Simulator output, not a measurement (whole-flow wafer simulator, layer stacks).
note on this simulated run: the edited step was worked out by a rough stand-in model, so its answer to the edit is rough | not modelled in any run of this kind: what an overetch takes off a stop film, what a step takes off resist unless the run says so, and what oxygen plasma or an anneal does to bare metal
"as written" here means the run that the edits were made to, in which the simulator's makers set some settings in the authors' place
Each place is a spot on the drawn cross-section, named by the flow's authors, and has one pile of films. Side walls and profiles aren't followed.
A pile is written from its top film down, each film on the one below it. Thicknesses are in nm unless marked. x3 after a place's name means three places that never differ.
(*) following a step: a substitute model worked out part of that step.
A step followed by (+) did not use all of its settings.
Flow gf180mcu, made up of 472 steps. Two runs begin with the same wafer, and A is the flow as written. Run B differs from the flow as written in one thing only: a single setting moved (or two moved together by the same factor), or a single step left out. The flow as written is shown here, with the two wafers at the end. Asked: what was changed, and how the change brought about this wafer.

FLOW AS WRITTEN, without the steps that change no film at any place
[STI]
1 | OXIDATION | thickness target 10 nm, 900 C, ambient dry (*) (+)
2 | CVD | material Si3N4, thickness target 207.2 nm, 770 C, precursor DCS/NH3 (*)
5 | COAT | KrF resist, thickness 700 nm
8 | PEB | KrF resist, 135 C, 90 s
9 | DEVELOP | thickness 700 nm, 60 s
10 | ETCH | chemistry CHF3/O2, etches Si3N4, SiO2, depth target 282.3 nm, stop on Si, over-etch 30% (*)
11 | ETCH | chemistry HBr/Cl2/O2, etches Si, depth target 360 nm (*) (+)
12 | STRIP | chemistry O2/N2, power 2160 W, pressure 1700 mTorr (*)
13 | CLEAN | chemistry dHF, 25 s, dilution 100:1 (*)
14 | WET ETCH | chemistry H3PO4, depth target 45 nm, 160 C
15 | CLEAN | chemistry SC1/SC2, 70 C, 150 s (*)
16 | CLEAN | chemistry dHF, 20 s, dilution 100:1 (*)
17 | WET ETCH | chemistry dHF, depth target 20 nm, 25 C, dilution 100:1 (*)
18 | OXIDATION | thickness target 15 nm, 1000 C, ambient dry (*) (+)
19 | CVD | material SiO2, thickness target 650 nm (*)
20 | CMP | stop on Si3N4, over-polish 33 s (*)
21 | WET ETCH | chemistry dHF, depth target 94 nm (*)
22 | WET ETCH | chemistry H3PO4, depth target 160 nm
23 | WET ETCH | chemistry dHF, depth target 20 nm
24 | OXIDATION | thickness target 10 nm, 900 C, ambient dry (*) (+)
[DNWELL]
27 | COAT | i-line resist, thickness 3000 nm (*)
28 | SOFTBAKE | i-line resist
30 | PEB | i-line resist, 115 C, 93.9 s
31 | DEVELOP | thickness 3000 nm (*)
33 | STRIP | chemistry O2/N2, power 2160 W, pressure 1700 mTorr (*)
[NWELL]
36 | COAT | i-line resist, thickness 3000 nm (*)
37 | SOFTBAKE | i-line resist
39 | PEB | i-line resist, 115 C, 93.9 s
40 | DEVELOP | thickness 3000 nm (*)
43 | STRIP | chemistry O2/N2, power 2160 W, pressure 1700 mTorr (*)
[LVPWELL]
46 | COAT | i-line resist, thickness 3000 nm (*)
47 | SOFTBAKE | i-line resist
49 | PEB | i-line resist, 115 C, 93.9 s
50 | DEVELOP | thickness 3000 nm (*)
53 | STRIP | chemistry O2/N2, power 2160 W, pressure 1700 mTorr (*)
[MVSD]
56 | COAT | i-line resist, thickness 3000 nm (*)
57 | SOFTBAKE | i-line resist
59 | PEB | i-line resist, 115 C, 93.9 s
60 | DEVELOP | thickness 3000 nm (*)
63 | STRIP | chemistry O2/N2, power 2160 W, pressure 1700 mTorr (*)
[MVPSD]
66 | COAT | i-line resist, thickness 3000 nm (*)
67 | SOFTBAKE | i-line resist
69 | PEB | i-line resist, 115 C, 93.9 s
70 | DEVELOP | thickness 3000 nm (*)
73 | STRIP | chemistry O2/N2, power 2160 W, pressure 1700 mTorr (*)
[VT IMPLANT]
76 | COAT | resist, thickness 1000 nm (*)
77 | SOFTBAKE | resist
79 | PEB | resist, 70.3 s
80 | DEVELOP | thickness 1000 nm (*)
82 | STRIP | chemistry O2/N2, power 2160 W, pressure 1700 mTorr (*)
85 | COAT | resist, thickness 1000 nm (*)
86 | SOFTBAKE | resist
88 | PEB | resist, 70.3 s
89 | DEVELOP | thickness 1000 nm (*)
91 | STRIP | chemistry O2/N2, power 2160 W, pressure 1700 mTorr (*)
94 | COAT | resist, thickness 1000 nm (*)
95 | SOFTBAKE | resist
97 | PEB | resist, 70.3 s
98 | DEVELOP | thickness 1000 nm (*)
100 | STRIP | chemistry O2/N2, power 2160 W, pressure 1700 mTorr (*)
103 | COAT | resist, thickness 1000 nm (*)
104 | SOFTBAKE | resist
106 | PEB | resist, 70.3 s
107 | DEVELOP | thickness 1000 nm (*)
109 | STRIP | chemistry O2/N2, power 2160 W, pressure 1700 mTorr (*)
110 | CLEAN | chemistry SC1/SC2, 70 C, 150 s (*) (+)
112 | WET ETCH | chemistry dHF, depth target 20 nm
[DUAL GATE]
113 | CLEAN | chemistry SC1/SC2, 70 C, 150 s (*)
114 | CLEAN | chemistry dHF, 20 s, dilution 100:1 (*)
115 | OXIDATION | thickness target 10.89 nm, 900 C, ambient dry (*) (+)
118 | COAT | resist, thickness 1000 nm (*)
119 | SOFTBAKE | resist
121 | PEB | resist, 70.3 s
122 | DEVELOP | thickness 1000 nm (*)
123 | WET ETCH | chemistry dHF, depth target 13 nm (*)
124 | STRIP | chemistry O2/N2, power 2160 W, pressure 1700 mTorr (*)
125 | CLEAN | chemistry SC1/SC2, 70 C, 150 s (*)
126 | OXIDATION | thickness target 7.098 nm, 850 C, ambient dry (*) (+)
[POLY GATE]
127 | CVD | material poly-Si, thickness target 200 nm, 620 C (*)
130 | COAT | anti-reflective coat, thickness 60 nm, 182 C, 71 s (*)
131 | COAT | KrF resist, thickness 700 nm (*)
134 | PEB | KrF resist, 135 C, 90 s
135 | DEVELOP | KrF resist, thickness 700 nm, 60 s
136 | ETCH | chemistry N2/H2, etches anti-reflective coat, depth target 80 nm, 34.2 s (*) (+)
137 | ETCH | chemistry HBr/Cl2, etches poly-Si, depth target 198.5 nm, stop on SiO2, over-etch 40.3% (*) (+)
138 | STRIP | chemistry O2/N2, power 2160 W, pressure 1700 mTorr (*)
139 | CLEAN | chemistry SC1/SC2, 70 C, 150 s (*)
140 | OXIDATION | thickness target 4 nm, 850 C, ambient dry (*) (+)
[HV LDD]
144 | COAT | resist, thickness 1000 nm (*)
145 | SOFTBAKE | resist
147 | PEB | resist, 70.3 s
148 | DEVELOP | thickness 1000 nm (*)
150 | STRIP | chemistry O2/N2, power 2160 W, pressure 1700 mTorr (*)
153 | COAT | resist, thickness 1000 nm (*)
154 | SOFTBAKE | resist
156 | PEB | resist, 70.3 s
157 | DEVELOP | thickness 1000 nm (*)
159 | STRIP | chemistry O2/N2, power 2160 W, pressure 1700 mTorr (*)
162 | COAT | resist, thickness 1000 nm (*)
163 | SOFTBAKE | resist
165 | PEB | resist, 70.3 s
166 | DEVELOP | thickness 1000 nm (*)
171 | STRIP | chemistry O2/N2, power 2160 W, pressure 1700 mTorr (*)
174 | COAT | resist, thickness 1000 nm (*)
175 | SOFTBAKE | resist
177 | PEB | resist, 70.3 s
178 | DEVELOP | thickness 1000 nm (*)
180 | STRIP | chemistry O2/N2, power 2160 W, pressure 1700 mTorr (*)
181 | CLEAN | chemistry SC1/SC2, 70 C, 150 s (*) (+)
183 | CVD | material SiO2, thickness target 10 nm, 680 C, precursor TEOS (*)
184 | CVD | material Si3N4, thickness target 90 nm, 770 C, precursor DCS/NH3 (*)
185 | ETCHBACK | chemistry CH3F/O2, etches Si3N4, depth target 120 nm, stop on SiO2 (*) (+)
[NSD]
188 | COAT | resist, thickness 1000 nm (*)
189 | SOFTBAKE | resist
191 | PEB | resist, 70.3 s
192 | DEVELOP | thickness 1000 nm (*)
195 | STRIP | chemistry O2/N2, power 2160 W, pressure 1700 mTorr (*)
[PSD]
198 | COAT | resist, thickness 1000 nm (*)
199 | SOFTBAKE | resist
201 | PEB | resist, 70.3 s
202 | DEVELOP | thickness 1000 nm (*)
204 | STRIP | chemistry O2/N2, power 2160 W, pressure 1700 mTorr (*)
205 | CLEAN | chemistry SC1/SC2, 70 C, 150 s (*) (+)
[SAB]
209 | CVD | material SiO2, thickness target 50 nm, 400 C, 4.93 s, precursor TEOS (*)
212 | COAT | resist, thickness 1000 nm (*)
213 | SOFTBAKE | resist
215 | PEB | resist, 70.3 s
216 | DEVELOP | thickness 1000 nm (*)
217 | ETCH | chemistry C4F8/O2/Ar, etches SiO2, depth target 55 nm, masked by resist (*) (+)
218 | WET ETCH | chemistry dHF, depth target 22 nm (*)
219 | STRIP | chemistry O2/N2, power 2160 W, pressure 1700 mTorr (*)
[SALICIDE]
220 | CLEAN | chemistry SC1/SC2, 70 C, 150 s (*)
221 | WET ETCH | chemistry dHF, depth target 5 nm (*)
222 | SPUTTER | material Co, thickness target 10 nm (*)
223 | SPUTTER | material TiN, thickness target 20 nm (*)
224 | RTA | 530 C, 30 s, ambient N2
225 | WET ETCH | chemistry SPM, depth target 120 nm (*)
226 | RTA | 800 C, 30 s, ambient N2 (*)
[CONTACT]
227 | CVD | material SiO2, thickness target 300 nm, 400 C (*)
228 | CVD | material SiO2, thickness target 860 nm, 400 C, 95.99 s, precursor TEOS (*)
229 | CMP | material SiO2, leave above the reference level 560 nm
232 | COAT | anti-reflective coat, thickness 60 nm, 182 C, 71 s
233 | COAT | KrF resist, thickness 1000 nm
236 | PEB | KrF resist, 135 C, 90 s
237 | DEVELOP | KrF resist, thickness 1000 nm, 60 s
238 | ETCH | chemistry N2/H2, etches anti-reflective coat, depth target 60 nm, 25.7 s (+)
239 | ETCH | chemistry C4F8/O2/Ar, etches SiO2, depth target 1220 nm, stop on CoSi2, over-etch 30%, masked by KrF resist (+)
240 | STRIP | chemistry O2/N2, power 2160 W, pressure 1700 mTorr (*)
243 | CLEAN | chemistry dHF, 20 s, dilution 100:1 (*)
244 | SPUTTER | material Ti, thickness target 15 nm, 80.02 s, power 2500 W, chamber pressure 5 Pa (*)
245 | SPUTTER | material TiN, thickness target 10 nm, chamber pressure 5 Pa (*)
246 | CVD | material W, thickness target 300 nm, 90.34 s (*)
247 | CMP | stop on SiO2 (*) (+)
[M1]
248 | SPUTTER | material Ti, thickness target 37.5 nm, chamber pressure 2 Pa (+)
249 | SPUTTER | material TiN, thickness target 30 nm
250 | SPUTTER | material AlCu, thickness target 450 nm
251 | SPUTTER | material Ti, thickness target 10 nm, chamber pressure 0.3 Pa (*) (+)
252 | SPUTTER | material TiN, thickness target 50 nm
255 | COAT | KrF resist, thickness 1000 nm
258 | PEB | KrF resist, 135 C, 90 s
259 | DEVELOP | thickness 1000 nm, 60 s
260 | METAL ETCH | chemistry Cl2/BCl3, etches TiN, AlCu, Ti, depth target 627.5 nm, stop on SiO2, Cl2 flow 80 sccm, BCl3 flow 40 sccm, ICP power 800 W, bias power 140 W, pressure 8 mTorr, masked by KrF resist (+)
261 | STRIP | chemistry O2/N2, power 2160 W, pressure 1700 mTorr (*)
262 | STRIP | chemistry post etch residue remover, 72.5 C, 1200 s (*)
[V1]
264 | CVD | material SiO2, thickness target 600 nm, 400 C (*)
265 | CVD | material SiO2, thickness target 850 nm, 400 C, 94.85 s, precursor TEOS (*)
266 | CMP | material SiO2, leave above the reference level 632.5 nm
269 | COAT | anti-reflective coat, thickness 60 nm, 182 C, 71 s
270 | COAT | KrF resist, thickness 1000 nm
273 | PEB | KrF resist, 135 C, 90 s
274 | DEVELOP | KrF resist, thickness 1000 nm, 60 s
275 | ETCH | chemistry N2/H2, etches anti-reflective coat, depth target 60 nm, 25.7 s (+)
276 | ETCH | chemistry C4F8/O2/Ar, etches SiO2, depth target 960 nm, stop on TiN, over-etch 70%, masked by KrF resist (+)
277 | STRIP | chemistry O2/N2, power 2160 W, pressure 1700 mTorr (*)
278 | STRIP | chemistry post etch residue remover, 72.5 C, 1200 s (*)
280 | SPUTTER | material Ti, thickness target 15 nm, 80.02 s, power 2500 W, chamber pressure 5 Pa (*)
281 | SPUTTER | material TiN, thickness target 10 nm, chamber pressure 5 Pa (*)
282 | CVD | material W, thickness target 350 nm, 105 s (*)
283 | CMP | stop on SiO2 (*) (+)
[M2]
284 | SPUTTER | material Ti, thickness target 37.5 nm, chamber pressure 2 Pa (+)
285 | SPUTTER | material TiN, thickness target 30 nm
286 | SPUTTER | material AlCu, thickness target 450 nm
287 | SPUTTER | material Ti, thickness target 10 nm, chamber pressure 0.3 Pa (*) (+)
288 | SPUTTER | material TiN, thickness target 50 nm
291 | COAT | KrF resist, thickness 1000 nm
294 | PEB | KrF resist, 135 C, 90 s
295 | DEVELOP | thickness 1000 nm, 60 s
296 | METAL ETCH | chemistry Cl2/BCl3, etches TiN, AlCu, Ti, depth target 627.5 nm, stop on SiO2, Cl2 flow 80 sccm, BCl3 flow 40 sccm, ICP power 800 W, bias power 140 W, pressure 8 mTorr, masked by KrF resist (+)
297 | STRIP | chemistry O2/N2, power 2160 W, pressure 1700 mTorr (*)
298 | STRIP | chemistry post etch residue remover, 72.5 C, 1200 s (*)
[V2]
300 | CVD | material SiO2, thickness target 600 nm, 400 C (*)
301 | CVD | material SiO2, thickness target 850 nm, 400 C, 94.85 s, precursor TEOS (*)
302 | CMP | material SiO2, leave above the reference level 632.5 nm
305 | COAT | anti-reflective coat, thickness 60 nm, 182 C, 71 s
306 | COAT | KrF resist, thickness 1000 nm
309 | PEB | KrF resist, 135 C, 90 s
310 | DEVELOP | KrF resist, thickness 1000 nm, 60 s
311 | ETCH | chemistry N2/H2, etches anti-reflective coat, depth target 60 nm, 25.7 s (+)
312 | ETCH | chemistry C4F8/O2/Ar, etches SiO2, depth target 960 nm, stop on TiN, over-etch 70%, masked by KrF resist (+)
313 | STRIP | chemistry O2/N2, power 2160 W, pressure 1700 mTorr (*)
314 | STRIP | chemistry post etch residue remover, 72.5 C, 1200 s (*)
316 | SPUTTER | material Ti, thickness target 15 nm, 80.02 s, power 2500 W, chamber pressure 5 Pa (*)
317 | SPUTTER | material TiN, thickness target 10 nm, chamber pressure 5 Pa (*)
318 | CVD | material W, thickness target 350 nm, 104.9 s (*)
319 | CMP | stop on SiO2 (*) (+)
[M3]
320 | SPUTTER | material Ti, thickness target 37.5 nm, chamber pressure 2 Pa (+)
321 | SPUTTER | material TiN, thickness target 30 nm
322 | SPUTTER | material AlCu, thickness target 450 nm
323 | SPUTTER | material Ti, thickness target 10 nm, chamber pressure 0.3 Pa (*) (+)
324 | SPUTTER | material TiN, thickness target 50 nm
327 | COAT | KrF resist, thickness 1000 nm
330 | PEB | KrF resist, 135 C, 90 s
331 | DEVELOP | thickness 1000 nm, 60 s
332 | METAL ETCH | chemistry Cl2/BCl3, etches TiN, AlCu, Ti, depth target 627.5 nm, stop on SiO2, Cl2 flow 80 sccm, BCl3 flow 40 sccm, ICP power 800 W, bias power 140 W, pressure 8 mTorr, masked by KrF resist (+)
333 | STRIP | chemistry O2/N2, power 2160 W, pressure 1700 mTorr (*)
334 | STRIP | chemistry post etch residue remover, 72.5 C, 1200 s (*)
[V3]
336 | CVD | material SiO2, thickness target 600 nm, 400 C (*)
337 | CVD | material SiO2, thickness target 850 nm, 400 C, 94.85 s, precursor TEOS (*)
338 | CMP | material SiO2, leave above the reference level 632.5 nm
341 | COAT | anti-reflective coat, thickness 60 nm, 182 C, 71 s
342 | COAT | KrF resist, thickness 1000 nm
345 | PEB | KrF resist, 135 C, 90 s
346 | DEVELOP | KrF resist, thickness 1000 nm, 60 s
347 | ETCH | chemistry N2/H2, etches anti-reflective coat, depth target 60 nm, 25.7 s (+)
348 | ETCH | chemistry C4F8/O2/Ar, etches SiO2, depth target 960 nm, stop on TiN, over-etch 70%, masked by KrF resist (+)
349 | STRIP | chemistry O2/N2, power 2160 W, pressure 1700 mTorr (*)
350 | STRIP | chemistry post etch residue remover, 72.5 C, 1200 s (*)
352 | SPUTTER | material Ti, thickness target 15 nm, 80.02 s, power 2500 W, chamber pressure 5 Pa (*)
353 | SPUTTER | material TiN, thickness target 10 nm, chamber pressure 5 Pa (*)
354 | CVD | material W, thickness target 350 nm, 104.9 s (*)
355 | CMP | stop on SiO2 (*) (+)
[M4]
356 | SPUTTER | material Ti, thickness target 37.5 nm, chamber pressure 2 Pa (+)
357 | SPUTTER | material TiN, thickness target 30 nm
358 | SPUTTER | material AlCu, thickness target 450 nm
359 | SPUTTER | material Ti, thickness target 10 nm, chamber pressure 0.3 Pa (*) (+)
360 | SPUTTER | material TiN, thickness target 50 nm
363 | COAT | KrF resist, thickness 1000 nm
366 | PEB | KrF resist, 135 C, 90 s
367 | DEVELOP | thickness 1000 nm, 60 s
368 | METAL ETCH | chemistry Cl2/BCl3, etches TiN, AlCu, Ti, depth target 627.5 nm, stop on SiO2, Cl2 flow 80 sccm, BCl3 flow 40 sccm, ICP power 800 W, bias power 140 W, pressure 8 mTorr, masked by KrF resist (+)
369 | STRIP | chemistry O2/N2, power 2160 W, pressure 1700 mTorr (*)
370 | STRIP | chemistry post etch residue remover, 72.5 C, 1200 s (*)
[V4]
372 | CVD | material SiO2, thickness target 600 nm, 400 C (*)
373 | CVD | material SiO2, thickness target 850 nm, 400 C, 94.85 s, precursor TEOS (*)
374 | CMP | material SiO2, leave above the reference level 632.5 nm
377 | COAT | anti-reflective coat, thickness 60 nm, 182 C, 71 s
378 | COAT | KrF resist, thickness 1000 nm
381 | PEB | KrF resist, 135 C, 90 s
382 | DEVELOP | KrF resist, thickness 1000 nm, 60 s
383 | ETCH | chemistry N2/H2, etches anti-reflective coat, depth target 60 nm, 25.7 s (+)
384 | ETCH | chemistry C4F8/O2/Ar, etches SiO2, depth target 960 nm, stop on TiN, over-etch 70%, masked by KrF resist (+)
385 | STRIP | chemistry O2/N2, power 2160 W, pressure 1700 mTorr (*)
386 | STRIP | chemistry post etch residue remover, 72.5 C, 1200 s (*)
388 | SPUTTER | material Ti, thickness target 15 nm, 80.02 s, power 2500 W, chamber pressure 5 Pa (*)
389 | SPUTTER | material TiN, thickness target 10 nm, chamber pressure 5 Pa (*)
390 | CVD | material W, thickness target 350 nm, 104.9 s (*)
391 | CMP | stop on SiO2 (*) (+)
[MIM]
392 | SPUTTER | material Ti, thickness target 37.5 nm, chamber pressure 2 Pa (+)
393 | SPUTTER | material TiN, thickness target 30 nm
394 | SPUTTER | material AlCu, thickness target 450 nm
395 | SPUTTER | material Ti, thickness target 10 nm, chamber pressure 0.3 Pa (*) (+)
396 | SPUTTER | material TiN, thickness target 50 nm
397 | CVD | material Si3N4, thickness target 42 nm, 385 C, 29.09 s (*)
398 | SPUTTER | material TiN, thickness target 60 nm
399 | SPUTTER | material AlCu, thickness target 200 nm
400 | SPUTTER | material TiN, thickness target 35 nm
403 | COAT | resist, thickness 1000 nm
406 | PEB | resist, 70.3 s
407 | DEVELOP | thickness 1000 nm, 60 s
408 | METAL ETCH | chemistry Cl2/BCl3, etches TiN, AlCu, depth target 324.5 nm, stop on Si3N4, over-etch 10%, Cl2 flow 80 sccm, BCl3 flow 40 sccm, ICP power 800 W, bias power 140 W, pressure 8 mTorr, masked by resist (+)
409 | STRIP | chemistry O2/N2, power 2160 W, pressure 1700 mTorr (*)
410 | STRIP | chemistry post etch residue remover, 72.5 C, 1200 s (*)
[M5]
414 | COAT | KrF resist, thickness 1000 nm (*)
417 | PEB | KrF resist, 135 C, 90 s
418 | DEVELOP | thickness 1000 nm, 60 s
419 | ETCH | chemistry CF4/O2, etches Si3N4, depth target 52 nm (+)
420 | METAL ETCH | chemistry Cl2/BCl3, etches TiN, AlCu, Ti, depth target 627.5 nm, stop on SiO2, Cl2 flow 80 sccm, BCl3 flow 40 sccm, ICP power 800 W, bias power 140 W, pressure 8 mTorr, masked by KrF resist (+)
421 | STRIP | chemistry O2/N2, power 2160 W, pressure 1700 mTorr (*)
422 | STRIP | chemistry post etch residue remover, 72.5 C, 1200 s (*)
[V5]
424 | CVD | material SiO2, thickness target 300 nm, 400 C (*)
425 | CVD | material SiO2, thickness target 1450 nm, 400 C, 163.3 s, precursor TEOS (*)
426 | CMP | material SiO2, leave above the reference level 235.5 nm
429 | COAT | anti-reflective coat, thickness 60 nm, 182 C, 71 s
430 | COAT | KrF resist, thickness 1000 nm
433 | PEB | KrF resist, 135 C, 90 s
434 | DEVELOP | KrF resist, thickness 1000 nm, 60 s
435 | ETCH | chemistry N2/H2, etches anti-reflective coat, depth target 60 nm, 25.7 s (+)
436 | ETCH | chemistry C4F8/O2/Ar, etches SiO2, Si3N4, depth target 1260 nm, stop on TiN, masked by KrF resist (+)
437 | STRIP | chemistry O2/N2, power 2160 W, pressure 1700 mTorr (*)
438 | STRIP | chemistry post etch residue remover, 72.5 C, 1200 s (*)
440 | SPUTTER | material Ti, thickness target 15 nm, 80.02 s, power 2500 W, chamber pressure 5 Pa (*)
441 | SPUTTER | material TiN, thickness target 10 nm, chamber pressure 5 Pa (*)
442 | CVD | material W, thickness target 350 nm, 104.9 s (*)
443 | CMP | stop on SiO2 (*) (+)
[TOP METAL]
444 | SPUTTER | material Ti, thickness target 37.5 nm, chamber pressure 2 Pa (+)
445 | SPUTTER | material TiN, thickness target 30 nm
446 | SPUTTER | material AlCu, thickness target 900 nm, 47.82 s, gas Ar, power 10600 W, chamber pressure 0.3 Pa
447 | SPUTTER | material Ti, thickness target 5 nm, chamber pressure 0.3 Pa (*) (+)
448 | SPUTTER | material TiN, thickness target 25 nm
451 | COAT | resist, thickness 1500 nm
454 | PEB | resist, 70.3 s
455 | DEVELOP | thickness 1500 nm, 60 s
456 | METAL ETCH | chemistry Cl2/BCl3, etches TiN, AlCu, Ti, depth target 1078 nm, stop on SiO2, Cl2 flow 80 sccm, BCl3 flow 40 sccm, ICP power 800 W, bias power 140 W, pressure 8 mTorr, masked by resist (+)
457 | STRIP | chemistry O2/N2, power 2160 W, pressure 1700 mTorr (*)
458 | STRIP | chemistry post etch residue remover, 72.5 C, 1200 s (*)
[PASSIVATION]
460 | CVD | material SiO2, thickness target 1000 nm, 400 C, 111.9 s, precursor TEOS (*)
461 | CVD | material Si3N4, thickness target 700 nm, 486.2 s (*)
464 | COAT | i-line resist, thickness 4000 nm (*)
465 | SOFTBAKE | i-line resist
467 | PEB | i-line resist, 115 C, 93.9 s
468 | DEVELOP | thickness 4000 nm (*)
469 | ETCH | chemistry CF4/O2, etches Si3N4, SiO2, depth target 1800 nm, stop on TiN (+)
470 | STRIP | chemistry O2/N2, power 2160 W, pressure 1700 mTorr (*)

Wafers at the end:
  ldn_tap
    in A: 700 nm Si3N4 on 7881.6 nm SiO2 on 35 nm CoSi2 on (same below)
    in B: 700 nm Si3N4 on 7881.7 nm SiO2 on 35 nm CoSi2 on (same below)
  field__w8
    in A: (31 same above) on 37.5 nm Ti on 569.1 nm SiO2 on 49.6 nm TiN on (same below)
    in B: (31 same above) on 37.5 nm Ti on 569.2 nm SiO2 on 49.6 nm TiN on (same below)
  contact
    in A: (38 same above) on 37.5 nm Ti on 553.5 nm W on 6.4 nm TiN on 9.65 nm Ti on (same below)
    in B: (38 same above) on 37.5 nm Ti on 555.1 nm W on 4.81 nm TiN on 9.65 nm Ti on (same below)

The reason: step 281, SPUTTER: thickness target 7.5 nm was run, whereas the flow has thickness target 10 nm.

The path from the change to this, step by step:
  281 | SPUTTER | material TiN, thickness target 10 nm, chamber pressure 5 Pa (*)
      field, field__w1, field__w2 and 107 more: A TiN gains 10 (new film) | B TiN gains 7.5 (new film)
      contact: A TiN gains 6.4 (new film) | B TiN gains 4.81 (new film)
  283 | CMP | stop on SiO2 (*) (+)
      field, field__w1, field__w2 and 107 more: A W loses 350 (all of it), TiN loses 10 (all of it), Ti loses 15 (all of it), SiO2 loses 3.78 | B W loses 350 (all of it), TiN loses 7.5 (all of it), Ti loses 15 (all of it), SiO2 loses 3.76
